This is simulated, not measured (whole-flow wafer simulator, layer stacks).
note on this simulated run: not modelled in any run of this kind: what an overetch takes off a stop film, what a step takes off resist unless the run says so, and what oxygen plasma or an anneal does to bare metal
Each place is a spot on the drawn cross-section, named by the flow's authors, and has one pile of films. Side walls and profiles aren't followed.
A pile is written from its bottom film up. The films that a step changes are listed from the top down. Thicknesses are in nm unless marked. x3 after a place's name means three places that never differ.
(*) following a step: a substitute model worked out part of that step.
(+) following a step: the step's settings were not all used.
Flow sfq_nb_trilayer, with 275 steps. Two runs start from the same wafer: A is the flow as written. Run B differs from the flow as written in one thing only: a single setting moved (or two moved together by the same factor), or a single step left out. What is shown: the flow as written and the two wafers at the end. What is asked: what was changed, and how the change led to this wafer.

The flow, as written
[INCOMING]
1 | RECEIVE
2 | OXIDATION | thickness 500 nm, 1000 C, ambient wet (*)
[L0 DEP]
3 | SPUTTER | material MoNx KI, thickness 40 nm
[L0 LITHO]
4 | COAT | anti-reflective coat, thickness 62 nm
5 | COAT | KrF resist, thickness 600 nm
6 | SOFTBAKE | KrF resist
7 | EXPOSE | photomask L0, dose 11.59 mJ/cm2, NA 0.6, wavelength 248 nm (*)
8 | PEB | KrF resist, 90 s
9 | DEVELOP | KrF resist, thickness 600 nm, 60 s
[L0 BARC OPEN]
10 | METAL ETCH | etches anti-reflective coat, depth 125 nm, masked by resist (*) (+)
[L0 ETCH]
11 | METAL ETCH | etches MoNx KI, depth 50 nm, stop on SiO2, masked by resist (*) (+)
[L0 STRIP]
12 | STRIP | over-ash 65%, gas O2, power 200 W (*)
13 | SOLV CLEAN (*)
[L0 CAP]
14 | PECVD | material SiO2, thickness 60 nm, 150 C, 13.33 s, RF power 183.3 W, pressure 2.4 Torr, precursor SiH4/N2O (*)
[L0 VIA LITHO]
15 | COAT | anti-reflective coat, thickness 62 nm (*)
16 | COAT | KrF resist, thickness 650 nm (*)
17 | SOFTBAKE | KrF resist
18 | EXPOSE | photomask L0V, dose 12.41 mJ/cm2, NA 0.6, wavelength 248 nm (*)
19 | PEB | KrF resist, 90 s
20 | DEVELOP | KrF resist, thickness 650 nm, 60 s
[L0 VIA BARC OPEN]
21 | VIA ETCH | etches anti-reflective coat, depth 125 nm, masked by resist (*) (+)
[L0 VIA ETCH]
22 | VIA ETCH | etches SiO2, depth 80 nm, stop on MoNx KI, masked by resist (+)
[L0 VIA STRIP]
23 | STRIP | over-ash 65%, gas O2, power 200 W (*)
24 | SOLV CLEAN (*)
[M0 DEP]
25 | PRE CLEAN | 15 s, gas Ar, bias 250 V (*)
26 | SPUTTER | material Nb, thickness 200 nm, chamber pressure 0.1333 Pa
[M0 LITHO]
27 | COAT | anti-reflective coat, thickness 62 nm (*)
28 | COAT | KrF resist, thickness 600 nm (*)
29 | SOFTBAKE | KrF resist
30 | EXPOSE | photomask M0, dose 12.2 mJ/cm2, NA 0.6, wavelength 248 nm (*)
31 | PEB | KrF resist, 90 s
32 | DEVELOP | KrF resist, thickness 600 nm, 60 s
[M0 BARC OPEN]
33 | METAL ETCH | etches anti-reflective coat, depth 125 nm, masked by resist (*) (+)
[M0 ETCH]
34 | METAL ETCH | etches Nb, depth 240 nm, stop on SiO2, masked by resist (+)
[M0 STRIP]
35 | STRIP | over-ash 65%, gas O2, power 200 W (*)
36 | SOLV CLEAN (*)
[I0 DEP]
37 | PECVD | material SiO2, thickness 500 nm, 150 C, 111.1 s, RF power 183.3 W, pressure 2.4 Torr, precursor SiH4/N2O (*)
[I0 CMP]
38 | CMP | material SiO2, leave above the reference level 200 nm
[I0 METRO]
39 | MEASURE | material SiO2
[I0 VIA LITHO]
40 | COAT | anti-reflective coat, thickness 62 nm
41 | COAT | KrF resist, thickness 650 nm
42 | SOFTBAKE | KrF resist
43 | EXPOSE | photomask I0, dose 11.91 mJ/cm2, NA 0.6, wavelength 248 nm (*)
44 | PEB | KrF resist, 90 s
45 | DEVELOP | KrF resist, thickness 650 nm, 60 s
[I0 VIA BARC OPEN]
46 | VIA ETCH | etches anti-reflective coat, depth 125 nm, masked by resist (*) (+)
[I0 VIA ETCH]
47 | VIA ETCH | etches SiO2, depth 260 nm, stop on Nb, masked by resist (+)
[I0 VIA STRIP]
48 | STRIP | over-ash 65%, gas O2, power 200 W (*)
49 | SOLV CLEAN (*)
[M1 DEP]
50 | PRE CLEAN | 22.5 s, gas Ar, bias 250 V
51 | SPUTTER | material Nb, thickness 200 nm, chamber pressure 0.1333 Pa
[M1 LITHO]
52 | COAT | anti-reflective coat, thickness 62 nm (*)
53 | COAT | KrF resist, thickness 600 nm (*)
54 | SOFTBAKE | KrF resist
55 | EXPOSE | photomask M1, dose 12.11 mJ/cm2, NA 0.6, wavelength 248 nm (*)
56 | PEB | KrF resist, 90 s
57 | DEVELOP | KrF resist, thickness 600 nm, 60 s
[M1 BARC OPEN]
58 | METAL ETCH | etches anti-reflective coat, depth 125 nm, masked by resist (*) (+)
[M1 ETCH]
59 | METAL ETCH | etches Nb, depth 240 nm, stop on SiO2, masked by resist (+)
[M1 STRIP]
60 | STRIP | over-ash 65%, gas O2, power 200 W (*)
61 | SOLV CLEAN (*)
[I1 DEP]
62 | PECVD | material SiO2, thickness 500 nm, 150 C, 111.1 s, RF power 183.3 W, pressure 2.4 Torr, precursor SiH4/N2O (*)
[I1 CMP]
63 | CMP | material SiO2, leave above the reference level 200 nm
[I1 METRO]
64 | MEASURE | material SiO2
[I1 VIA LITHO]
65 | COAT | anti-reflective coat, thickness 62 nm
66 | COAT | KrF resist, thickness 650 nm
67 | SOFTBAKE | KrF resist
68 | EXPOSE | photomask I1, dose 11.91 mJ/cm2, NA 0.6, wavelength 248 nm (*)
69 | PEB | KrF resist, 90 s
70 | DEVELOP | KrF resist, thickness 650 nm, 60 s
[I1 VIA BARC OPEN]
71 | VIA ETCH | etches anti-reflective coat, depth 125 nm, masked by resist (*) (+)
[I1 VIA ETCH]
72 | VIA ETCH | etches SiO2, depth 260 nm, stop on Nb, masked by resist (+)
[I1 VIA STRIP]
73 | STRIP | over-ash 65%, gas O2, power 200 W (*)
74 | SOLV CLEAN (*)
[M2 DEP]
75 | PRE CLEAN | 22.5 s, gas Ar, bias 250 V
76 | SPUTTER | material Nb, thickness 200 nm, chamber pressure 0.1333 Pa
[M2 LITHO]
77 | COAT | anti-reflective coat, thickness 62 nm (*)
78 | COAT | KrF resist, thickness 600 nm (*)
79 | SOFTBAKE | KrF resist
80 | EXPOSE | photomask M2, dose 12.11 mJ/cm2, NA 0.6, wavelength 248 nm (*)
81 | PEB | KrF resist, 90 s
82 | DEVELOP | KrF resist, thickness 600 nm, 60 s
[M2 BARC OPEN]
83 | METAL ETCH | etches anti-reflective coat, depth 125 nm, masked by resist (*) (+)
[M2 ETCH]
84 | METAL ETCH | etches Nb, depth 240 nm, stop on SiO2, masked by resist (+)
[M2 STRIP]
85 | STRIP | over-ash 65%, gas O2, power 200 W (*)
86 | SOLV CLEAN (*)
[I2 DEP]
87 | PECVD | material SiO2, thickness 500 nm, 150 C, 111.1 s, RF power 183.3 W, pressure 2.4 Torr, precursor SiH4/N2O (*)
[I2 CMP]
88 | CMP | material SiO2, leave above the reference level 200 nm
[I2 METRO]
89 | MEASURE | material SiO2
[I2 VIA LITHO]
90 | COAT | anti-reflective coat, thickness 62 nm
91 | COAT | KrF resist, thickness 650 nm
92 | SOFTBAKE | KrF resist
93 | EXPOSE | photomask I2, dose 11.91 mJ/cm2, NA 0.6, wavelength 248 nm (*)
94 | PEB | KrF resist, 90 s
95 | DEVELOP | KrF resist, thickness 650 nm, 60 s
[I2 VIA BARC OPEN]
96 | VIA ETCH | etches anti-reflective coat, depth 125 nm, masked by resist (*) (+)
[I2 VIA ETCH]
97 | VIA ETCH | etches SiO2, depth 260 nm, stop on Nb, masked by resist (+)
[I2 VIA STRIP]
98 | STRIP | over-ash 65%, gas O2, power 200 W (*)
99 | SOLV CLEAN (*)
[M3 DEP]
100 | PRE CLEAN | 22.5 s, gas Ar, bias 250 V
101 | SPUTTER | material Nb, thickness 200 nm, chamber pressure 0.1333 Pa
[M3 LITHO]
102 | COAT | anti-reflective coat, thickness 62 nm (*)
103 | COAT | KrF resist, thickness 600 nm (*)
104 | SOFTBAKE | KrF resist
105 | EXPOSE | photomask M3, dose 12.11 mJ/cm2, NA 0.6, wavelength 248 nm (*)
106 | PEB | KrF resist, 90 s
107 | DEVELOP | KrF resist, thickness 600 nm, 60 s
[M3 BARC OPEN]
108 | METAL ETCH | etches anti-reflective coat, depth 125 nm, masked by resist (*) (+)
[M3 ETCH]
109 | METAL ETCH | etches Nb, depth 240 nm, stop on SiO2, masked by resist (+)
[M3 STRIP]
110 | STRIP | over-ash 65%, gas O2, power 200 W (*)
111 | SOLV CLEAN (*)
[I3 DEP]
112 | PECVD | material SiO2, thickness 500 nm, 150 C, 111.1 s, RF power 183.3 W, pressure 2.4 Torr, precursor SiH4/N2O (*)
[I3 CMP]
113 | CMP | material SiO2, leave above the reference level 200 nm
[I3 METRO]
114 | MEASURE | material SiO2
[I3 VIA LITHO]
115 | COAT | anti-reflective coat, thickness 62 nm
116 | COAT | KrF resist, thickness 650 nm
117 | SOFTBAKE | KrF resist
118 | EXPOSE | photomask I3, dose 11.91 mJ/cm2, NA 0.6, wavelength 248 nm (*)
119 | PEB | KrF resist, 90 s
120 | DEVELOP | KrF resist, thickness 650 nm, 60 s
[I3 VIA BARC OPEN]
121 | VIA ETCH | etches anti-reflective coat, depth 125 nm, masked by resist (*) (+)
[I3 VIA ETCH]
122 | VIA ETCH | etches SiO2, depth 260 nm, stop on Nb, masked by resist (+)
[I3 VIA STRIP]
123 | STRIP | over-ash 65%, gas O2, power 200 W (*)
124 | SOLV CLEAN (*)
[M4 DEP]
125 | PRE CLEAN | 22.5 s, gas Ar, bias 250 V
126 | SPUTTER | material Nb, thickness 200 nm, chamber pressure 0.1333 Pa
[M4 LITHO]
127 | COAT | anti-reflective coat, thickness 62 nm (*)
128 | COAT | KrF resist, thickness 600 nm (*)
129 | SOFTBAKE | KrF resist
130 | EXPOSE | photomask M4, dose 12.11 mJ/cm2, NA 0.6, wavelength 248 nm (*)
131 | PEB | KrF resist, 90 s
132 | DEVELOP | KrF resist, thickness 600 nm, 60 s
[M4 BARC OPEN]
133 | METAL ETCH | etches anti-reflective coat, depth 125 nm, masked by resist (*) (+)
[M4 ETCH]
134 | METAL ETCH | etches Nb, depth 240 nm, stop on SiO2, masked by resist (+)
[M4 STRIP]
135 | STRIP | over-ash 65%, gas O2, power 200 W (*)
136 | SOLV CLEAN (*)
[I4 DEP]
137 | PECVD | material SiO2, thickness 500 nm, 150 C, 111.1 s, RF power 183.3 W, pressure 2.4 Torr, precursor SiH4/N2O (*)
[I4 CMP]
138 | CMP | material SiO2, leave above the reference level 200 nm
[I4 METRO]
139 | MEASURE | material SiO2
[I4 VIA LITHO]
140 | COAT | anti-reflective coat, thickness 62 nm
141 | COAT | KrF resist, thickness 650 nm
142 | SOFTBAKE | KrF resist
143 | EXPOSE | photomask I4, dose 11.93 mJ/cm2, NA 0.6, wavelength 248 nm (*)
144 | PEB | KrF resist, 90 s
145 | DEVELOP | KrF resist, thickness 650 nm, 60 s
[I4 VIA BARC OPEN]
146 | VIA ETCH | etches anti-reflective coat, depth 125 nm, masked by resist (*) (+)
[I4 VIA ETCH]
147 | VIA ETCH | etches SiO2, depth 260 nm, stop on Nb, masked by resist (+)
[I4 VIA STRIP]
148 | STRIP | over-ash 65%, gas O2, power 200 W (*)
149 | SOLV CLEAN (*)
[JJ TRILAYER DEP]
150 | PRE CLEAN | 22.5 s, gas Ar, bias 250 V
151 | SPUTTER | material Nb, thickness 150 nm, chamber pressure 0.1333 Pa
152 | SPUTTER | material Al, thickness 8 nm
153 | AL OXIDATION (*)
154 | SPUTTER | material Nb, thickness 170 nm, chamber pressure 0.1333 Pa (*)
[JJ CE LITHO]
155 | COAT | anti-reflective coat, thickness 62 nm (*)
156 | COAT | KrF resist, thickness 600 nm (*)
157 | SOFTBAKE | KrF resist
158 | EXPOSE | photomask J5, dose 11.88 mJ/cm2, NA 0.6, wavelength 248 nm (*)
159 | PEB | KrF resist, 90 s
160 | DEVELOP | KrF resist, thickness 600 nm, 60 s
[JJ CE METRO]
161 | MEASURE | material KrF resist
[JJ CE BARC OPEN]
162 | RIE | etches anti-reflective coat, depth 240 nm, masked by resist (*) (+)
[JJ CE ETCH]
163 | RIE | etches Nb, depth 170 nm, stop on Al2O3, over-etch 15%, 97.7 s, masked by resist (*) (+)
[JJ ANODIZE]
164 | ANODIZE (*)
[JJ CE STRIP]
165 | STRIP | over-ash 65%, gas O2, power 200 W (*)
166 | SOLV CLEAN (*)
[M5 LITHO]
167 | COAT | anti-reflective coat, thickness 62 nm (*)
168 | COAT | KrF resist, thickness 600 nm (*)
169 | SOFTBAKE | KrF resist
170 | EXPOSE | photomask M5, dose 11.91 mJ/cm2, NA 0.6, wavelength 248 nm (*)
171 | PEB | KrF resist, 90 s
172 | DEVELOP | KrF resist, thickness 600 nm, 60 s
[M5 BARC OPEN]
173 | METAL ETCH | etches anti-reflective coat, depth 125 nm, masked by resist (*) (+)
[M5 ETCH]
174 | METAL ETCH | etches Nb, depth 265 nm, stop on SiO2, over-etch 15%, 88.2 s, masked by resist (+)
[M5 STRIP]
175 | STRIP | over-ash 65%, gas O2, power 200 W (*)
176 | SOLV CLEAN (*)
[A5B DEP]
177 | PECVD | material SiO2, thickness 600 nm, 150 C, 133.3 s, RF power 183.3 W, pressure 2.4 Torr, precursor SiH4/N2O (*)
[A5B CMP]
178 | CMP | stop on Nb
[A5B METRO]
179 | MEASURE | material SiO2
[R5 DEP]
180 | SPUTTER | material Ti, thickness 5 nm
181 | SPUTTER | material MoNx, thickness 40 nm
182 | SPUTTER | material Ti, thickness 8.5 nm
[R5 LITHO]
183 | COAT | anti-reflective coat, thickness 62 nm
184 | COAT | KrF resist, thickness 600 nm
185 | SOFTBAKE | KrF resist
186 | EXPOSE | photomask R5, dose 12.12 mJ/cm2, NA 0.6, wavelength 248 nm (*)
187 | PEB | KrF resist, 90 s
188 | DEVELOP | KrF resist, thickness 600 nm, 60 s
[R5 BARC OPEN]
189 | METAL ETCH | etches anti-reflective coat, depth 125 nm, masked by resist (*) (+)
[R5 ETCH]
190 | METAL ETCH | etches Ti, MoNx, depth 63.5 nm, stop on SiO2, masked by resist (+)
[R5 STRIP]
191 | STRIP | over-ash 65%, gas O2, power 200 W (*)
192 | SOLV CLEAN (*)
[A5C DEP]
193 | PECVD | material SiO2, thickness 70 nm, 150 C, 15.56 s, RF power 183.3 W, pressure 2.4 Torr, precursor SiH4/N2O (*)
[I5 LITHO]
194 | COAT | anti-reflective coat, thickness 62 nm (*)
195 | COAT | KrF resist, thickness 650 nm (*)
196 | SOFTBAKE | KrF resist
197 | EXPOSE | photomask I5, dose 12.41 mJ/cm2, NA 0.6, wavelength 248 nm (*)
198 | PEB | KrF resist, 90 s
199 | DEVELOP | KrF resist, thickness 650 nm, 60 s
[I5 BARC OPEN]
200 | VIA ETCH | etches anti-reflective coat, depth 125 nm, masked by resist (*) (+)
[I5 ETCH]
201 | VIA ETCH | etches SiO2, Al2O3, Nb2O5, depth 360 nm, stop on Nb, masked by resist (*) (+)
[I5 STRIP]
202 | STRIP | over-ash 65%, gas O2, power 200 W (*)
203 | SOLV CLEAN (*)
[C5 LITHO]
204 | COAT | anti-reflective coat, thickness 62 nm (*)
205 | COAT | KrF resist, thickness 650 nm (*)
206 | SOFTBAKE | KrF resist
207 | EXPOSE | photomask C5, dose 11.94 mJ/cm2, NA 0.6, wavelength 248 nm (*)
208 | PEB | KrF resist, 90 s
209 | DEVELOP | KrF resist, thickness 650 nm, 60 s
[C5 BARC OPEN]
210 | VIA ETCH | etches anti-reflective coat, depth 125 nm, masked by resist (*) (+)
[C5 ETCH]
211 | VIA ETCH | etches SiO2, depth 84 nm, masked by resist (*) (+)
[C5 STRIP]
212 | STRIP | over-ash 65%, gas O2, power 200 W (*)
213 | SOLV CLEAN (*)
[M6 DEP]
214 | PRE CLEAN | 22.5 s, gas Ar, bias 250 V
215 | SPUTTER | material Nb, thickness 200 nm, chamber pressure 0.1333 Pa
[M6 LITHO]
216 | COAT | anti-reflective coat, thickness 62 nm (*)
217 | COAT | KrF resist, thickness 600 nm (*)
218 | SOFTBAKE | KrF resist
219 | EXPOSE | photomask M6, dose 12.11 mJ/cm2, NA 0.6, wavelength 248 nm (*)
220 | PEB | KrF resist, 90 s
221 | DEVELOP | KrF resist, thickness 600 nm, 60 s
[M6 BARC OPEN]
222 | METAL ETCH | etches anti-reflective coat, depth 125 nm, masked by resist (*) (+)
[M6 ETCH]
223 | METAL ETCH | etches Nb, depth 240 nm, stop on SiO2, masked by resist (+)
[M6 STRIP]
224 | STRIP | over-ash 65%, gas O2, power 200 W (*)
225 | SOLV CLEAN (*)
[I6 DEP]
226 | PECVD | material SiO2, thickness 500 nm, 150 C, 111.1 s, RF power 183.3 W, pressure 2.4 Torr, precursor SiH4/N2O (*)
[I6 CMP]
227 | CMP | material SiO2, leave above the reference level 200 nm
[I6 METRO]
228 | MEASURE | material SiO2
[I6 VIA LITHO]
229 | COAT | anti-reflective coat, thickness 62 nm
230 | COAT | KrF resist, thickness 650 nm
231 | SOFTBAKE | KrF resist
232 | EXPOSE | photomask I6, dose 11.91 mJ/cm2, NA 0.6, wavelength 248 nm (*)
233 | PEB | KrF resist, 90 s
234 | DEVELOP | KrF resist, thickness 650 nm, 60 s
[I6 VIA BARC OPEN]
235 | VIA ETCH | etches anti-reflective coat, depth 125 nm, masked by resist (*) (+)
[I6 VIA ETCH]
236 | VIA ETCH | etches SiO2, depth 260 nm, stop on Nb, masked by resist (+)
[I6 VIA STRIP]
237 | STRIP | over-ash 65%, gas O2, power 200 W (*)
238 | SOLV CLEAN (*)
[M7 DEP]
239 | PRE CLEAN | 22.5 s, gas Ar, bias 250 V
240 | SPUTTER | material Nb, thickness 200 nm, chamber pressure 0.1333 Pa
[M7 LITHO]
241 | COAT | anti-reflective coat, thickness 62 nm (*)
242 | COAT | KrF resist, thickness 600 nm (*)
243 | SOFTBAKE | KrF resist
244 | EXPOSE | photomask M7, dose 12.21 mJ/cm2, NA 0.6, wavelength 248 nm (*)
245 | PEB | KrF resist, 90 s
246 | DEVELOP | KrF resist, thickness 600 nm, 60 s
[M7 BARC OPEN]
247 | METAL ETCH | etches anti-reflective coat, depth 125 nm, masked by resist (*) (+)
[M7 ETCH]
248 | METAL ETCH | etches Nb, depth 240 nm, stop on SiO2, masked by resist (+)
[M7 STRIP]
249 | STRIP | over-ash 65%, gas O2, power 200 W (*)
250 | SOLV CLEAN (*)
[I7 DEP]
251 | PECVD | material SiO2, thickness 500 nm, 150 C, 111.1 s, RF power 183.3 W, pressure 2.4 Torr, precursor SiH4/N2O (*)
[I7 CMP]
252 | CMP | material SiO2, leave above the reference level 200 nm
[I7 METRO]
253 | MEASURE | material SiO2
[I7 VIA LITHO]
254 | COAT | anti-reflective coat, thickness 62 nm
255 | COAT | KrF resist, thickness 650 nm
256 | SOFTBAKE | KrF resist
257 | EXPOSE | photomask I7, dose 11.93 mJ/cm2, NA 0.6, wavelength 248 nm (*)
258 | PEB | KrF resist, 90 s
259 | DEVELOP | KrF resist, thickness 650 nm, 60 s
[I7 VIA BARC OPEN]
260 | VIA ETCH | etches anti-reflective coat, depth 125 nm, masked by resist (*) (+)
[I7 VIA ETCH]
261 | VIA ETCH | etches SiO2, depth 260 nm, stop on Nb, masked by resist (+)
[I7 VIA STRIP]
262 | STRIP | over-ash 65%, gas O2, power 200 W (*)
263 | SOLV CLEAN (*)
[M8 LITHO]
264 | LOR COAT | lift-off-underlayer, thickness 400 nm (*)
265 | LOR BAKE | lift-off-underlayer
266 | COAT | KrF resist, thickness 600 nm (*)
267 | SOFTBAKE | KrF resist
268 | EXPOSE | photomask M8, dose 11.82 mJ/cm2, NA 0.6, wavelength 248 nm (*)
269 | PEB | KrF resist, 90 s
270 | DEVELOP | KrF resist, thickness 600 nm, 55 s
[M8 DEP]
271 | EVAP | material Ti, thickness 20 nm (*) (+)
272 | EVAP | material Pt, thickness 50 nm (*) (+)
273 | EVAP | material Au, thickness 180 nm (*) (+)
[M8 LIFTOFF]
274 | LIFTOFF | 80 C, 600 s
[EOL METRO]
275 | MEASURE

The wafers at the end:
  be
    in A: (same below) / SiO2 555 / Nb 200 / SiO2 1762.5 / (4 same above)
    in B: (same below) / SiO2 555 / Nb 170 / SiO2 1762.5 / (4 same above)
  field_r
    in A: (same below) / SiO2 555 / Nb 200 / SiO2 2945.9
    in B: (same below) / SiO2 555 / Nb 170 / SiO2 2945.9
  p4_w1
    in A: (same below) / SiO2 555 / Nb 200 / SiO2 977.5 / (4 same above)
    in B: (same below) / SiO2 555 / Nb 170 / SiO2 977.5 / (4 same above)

The reason: step 26, SPUTTER: thickness 170 nm was run, whereas the flow has thickness 200 nm.
The wafer itself shows it: be has Nb 170, and step 26 as written asks for 200 nm.

How this came from the change, step by step:
  26 | SPUTTER | material Nb, thickness 200 nm, chamber pressure 0.1333 Pa
      field_l, v_sur, via_wl and 102 more: A +200 Nb (new film) | B +170 Nb (new film)
      l0v: A +195.7 Nb (new film) | B +165.7 Nb (new film)
  34 | METAL ETCH | etches Nb, depth 240 nm, stop on SiO2, masked by resist (+)
      moat, m0r_space_l, m0r_space_r: A -200 Nb (all of it) | B -170 Nb (all of it)
  37 | PECVD | material SiO2, thickness 500 nm, 150 C, 111.1 s, RF power 183.3 W, pressure 2.4 Torr, precursor SiH4/N2O (*)
      moat, m0r_space_l, m0r_space_r: A +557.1 SiO2 | B +527.1 SiO2
